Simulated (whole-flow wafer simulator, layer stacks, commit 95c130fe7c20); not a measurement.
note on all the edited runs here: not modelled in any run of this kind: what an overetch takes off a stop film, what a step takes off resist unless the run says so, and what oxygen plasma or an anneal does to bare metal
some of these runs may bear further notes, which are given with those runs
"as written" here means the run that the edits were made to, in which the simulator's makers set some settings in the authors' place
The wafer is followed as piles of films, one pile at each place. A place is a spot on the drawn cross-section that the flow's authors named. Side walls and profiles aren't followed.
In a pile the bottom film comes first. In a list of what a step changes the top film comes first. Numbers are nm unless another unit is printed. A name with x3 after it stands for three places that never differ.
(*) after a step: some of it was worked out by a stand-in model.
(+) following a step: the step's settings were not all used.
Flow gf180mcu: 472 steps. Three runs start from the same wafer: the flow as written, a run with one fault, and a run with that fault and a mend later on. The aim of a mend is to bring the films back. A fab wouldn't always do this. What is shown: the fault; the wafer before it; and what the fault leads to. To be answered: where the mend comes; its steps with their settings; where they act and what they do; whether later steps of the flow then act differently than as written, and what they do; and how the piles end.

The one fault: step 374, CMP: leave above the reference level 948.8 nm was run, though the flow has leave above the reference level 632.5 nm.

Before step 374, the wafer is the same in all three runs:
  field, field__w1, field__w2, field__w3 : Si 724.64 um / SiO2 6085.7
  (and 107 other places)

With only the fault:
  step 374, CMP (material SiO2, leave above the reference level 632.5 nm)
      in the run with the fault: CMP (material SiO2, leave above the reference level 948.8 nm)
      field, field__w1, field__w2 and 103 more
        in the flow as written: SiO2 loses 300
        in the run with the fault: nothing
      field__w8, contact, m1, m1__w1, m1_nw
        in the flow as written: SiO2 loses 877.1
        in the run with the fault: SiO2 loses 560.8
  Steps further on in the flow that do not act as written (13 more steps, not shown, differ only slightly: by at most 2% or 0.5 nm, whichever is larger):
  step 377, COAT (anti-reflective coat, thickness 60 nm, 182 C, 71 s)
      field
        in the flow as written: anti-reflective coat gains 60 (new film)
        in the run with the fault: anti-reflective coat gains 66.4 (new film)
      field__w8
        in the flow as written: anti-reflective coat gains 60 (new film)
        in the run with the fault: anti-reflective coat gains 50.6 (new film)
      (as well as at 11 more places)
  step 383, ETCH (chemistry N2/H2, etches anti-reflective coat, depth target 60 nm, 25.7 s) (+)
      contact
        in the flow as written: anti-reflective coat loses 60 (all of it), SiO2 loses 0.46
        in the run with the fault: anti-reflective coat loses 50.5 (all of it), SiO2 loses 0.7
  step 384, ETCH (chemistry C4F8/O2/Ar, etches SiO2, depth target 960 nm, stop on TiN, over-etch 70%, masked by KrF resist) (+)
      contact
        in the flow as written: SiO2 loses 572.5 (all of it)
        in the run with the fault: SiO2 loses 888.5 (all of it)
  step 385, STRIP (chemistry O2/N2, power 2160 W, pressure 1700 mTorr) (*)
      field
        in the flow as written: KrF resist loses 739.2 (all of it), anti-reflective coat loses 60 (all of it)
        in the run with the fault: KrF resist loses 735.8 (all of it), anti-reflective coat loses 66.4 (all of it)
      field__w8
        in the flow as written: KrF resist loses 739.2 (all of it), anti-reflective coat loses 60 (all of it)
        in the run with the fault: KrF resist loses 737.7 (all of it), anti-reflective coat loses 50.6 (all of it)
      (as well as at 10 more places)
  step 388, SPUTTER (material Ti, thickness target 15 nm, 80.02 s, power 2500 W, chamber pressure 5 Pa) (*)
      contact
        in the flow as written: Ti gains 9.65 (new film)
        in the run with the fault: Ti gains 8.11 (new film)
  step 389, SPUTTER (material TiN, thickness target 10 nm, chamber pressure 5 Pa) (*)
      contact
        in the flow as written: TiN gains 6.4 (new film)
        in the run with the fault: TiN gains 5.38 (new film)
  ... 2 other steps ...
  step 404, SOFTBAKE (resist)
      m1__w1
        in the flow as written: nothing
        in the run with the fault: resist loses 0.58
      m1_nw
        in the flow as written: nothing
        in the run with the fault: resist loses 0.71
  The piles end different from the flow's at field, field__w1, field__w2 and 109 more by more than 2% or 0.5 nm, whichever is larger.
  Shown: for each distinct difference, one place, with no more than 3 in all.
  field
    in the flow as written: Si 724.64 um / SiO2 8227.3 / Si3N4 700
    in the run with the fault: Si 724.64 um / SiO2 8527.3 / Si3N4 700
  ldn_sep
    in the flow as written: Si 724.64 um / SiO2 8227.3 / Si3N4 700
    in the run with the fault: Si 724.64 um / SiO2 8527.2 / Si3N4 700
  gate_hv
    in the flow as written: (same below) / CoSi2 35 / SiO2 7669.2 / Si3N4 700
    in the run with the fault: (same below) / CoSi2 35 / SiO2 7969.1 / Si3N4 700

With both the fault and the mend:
  The mend stands after step 374.
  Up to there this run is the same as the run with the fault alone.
  step 374a, CMP (material SiO2, leave above the reference level 632.5 nm) (the flow's step 374 again)
      field, field__w1, field__w2 and 103 more
        SiO2 loses 300
      field__w8, contact, m1, m1__w1, m1_nw
        SiO2 loses 316.3
  None of the later steps of the flow acts differently than as written at any place that is followed.
  By the end, the piles equal the flow's at every place that both follow.
